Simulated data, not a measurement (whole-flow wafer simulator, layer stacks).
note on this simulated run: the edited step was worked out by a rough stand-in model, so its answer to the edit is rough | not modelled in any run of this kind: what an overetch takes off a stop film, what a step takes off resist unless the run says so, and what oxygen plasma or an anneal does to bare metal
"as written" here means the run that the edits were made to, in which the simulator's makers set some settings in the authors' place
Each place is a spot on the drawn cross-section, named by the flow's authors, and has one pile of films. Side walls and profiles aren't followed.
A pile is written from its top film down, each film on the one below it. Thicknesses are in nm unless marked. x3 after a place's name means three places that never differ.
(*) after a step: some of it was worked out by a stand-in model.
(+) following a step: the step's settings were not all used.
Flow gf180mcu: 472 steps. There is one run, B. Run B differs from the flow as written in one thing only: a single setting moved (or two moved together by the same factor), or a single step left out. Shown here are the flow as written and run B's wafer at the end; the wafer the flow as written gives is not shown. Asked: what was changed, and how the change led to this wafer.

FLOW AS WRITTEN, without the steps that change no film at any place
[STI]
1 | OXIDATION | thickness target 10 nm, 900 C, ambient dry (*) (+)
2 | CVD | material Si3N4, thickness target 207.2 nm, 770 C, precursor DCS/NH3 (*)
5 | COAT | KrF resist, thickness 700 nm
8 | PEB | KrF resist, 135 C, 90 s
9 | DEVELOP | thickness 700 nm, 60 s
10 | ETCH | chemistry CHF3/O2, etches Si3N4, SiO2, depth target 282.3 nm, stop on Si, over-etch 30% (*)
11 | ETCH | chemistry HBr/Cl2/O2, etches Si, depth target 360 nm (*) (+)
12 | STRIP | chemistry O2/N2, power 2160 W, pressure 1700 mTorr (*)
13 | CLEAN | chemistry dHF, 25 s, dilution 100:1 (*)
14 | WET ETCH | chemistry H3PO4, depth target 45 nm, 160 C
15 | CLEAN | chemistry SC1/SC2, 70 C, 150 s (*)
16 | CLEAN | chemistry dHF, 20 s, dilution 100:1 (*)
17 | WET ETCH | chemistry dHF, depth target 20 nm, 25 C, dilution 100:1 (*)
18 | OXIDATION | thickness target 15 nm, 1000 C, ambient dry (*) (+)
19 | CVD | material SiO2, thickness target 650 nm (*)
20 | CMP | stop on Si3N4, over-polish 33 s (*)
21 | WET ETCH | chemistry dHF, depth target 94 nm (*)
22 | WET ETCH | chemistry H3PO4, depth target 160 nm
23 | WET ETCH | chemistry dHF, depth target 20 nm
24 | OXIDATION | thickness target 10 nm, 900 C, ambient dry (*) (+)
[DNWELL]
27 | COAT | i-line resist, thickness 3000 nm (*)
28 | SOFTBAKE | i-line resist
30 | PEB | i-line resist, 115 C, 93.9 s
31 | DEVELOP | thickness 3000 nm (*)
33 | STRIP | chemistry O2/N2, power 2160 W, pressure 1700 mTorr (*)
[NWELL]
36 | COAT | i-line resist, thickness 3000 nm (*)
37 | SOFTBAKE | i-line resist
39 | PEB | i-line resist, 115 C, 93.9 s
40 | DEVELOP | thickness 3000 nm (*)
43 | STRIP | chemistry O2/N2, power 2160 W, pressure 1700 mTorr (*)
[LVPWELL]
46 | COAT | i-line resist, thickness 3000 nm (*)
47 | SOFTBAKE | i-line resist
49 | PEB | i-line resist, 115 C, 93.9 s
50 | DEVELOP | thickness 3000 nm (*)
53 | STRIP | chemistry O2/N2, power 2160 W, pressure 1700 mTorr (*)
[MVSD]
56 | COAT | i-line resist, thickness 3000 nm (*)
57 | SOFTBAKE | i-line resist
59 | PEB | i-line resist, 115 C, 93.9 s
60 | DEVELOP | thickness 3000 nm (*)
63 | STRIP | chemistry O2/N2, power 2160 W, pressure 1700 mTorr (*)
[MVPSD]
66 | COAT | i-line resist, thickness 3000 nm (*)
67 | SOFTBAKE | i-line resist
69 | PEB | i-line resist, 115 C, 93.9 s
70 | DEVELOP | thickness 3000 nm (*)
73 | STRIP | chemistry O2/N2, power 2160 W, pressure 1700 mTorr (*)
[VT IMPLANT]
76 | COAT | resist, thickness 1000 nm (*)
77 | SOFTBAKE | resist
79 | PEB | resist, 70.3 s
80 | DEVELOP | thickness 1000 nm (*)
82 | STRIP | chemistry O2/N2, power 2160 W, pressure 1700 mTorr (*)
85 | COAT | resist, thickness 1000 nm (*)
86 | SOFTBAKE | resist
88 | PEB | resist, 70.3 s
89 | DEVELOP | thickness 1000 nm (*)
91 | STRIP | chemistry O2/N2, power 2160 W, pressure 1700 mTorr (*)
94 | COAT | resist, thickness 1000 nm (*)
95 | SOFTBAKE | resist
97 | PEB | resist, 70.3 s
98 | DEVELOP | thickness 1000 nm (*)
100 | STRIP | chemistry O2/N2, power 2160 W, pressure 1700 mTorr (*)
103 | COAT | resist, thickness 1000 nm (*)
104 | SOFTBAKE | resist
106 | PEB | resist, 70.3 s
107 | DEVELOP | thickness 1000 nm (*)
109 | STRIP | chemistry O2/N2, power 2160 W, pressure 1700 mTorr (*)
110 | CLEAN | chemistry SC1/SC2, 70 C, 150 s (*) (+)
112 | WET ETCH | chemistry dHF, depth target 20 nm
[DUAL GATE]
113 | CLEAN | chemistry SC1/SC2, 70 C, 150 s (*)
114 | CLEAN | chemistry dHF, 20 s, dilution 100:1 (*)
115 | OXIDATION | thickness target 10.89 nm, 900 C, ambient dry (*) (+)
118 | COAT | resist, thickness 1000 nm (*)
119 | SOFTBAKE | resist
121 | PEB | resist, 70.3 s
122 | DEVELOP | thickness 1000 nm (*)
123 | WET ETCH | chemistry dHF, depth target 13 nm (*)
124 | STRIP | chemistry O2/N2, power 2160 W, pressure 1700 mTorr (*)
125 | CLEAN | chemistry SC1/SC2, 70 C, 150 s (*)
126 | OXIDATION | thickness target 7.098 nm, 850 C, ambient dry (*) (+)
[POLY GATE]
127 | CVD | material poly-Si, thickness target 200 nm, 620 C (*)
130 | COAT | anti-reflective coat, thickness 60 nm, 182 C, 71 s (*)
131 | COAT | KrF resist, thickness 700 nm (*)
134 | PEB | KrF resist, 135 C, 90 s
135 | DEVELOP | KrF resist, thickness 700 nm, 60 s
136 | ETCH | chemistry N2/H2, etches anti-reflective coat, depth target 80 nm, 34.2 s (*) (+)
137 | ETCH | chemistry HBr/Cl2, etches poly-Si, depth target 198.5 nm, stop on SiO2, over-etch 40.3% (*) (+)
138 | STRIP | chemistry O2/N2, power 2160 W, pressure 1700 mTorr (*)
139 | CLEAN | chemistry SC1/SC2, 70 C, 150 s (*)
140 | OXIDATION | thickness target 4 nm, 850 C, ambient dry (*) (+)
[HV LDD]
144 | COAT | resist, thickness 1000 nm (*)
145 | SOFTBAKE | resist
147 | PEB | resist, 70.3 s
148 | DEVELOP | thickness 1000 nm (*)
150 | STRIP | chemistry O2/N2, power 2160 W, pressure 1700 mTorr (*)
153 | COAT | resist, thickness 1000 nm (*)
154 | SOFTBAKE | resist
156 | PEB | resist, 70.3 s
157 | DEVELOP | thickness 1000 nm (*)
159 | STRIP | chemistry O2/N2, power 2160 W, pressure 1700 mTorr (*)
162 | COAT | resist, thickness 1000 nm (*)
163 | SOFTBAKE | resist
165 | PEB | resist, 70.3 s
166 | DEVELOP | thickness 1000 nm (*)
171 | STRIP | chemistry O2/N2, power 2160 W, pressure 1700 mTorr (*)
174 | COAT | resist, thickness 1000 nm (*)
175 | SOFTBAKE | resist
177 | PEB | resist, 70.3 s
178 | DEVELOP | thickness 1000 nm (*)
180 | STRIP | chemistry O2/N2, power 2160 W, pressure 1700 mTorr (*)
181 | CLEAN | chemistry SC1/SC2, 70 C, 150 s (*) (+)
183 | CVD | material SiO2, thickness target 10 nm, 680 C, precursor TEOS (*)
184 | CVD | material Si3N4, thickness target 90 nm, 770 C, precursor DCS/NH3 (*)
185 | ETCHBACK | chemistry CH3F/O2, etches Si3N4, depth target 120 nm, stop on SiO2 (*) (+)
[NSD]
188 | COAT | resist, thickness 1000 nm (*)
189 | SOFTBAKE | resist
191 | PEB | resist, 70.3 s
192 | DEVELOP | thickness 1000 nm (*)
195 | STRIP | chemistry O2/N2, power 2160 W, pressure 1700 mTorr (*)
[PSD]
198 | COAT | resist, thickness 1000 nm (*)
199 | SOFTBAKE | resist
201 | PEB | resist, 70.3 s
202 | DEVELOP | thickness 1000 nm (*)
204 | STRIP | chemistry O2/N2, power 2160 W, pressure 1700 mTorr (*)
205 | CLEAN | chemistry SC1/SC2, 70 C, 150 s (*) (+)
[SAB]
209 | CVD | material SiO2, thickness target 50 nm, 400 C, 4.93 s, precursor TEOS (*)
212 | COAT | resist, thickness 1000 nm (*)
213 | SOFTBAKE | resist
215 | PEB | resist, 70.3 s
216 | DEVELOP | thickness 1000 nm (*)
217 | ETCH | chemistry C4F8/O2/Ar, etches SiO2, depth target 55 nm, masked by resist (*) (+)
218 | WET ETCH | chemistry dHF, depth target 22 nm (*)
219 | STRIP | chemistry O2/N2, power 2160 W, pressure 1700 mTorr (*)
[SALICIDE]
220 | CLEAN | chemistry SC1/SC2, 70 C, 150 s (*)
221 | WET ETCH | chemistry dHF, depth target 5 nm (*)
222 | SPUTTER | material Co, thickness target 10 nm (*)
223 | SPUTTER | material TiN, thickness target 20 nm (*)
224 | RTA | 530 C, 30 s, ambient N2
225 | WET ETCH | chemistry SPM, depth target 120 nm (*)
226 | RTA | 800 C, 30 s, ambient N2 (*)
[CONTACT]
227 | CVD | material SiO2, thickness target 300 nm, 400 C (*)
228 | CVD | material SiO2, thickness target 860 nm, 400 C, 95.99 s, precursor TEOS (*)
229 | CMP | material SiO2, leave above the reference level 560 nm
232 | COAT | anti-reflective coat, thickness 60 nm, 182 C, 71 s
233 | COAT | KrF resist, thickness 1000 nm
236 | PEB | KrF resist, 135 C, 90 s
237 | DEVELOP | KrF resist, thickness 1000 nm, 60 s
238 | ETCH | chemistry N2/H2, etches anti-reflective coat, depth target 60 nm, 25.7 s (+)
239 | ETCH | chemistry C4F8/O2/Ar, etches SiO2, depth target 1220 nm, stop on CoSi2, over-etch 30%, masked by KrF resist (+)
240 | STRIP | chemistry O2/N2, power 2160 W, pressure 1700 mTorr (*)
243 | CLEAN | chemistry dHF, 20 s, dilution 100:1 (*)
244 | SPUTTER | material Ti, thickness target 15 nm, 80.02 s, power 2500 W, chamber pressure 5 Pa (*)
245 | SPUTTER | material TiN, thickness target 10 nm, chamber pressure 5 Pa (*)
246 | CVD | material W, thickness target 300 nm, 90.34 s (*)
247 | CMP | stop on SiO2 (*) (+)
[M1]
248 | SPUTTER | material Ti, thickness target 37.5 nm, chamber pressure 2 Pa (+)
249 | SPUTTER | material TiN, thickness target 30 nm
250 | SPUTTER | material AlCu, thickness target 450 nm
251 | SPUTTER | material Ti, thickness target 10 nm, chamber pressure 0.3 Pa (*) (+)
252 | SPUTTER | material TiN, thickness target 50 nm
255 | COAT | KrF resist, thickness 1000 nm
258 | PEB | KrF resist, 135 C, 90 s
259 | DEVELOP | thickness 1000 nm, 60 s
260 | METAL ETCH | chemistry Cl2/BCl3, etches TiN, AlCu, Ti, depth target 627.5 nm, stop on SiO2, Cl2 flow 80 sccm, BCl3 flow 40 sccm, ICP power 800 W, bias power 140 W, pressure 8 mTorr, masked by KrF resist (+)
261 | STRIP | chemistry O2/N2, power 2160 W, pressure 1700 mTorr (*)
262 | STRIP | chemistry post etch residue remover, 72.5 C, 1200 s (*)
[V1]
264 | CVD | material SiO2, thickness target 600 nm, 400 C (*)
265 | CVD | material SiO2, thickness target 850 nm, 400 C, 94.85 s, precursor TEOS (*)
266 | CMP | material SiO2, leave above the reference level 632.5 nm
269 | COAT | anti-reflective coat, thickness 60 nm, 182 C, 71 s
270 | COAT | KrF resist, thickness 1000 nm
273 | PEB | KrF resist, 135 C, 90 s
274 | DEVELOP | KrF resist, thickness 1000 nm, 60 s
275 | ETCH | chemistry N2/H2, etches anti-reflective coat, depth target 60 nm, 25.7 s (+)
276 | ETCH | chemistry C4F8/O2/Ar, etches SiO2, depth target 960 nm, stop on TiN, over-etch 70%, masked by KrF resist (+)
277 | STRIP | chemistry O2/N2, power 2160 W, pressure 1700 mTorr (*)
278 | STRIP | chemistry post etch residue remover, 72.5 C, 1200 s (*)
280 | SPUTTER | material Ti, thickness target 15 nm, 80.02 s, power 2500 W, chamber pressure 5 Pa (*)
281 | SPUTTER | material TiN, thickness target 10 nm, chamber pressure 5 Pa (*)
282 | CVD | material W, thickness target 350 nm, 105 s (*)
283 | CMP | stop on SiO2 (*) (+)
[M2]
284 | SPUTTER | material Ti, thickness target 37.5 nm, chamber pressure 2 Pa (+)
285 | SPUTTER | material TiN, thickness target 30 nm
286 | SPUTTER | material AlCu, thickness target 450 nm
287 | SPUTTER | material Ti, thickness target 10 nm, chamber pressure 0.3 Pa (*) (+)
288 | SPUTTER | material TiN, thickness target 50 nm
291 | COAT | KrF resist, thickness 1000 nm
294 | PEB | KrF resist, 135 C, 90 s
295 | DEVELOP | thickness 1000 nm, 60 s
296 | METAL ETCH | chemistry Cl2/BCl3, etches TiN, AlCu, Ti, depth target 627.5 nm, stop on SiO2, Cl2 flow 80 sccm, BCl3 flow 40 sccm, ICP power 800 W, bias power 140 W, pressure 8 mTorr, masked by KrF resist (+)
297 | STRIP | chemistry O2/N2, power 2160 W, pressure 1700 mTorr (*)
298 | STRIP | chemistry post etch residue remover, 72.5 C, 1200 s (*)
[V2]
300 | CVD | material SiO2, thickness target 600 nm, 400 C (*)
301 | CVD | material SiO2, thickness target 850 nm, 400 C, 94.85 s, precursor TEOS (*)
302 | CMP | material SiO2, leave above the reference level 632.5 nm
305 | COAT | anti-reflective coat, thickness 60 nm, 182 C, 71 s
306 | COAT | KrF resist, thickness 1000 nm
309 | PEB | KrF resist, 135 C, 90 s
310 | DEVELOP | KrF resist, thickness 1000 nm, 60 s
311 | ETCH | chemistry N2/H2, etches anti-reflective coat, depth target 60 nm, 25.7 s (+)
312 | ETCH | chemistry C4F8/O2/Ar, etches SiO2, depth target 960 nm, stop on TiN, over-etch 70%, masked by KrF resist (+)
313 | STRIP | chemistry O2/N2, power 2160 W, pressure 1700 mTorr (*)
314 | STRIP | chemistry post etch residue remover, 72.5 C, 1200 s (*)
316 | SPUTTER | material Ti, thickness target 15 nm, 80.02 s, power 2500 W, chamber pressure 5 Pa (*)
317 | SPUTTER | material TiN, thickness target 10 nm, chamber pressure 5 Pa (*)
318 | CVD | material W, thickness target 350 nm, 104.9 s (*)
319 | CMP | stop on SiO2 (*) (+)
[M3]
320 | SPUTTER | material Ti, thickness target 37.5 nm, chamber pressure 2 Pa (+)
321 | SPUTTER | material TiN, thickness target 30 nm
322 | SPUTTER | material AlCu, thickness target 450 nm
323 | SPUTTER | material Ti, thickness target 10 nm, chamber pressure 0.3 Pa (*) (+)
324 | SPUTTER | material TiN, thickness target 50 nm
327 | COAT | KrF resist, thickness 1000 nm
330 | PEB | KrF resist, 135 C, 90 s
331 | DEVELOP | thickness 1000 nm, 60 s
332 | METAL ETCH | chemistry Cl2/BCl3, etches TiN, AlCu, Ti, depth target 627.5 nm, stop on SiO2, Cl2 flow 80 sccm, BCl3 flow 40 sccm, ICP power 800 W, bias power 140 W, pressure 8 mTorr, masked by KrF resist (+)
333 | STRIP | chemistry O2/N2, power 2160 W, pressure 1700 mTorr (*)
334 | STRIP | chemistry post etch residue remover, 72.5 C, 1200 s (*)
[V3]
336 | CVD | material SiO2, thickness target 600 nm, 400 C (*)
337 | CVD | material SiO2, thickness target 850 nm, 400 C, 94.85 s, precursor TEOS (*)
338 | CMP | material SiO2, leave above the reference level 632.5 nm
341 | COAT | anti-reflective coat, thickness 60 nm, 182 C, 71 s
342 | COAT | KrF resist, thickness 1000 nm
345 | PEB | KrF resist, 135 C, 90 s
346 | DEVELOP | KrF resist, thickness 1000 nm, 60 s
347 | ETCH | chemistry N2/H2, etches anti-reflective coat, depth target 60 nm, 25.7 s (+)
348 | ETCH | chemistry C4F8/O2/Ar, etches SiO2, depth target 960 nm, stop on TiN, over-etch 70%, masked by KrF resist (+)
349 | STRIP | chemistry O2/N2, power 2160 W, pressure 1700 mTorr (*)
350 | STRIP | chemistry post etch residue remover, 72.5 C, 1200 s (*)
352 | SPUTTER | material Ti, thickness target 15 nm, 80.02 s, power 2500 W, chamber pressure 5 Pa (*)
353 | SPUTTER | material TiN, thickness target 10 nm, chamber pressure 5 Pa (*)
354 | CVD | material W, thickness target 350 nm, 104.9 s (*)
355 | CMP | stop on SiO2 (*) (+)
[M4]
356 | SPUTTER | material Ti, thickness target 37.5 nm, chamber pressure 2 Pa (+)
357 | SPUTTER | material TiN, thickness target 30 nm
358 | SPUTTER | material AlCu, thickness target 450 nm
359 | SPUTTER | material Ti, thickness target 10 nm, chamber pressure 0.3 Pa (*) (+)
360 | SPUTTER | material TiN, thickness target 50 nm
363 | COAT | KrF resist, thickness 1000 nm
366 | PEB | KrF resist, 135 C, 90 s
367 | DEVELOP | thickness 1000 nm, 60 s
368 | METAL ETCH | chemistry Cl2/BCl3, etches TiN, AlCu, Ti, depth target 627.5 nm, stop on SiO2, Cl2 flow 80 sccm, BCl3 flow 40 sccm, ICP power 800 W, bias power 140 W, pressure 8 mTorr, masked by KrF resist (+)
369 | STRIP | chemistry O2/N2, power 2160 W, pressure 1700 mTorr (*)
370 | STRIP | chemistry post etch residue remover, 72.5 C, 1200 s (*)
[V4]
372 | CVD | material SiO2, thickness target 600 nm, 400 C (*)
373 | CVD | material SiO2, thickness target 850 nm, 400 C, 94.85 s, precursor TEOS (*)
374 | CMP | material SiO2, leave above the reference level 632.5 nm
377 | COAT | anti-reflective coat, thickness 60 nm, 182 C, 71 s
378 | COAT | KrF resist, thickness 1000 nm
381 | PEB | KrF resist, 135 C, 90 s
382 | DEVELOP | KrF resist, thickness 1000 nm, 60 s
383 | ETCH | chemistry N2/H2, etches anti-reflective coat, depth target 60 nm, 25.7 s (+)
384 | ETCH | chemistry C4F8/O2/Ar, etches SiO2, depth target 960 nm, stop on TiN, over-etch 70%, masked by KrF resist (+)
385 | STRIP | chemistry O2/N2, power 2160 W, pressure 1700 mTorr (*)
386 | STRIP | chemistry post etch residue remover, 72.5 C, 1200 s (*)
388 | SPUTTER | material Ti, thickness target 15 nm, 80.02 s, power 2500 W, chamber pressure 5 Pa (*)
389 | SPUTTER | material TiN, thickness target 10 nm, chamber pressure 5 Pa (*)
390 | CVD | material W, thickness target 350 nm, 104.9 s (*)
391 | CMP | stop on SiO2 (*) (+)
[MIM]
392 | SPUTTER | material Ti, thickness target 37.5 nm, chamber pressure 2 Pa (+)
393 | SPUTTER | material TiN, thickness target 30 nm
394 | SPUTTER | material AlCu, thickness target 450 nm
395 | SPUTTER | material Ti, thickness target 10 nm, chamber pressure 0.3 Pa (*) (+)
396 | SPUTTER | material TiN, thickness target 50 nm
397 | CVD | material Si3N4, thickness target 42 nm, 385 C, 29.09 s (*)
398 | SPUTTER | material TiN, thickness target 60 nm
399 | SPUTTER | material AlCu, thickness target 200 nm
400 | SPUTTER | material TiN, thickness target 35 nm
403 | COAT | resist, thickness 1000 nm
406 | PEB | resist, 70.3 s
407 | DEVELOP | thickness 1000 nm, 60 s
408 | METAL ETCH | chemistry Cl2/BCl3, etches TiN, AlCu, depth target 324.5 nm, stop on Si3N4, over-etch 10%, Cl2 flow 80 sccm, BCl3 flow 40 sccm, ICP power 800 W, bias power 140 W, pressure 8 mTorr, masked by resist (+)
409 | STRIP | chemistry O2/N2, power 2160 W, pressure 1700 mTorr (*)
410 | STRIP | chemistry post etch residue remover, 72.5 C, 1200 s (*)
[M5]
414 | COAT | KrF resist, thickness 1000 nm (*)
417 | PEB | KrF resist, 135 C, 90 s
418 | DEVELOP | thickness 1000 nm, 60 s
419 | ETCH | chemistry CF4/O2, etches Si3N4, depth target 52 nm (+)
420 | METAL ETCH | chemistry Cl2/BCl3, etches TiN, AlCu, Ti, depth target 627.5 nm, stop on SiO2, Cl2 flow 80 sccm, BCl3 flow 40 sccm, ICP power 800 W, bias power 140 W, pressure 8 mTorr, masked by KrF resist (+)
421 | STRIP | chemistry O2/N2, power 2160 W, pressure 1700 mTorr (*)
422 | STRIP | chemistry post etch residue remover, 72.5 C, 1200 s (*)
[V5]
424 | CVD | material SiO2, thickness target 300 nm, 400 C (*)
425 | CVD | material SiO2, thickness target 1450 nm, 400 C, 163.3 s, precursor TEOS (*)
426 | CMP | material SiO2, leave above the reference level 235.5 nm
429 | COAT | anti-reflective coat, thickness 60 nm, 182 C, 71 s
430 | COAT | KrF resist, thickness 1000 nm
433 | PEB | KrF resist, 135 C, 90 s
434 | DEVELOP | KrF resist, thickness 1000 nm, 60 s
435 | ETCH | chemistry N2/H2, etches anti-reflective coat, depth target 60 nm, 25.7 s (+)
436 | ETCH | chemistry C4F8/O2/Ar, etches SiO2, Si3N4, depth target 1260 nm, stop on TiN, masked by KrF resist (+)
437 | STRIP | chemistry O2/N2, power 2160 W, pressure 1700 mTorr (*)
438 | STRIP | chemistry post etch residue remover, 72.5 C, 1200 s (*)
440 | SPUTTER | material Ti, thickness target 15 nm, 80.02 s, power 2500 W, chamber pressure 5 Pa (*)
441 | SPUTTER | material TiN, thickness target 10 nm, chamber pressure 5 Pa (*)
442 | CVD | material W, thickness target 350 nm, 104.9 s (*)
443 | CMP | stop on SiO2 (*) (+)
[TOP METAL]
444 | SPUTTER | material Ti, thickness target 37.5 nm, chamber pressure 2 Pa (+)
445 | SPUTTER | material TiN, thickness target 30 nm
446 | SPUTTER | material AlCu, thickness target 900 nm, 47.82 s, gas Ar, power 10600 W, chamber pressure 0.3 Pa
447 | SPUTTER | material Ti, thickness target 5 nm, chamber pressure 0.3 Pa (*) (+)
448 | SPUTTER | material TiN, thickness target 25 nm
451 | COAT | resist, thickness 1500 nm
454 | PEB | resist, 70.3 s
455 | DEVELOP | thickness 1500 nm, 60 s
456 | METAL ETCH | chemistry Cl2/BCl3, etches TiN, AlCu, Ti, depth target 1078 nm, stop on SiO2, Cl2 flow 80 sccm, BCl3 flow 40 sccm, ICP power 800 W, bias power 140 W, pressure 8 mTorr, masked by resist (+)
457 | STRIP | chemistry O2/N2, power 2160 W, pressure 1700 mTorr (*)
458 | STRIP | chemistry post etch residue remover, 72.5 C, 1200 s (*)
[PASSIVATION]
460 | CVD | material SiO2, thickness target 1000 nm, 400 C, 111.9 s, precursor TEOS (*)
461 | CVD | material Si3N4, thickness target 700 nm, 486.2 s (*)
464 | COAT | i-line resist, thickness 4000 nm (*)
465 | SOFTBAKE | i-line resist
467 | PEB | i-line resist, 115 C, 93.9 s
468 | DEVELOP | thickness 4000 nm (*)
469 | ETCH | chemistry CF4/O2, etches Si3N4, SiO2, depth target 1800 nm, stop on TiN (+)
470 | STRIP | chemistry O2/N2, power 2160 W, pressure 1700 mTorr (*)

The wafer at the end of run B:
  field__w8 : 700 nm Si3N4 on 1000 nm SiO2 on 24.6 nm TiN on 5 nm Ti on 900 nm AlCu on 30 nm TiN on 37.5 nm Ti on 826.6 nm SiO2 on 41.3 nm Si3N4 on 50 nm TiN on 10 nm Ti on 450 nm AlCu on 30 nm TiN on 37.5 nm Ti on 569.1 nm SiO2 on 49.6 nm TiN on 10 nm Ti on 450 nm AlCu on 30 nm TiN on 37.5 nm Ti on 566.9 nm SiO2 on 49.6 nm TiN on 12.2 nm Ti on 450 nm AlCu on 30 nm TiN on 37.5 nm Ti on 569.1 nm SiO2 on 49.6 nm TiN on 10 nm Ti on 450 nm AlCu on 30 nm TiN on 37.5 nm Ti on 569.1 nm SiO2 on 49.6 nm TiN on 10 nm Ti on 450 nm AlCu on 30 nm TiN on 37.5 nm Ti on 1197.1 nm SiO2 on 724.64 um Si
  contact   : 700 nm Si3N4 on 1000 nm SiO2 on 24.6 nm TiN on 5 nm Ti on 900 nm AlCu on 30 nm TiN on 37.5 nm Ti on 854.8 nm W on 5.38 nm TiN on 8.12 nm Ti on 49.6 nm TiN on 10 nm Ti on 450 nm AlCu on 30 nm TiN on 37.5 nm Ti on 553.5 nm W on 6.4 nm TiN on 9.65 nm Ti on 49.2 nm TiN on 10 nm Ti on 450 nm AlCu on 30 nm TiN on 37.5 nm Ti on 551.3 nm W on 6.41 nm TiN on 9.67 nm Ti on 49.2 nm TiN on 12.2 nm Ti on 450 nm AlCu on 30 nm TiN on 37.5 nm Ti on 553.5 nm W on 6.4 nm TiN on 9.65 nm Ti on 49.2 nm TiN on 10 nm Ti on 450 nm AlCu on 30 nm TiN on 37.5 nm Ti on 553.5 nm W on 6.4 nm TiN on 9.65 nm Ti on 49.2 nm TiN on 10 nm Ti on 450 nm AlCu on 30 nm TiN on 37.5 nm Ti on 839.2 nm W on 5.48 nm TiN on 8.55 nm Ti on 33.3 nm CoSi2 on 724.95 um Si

The reason: step 323, SPUTTER: thickness target 12.2 nm was run, while the flow as written has thickness target 10 nm.
The wafer itself shows it: field__w8 has Ti 12.2, and step 323 as written asks for 10 nm.

How this came from the change, step by step:
  323 | SPUTTER | material Ti, thickness target 10 nm, chamber pressure 0.3 Pa (*) (+)
      field, field__w1, field__w2 and 108 more: +12.2 Ti (new film) (in the flow as written it would be: +10 Ti (new film))
  332 | METAL ETCH | chemistry Cl2/BCl3, etches TiN, AlCu, Ti, depth target 627.5 nm, stop on SiO2, Cl2 flow 80 sccm, BCl3 flow 40 sccm, ICP power 800 W, bias power 140 W, pressure 8 mTorr, masked by KrF resist (+)
      field, field__w1, field__w2 and 103 more: -50 TiN (all of it), -12.2 Ti (all of it), -450 AlCu (all of it), -30 TiN (all of it), -37.5 Ti (all of it) (in the flow as written it would be: -50 TiN (all of it), -10 Ti (all of it), -450 AlCu (all of it), -30 TiN (all of it), -37.5 Ti (all of it))
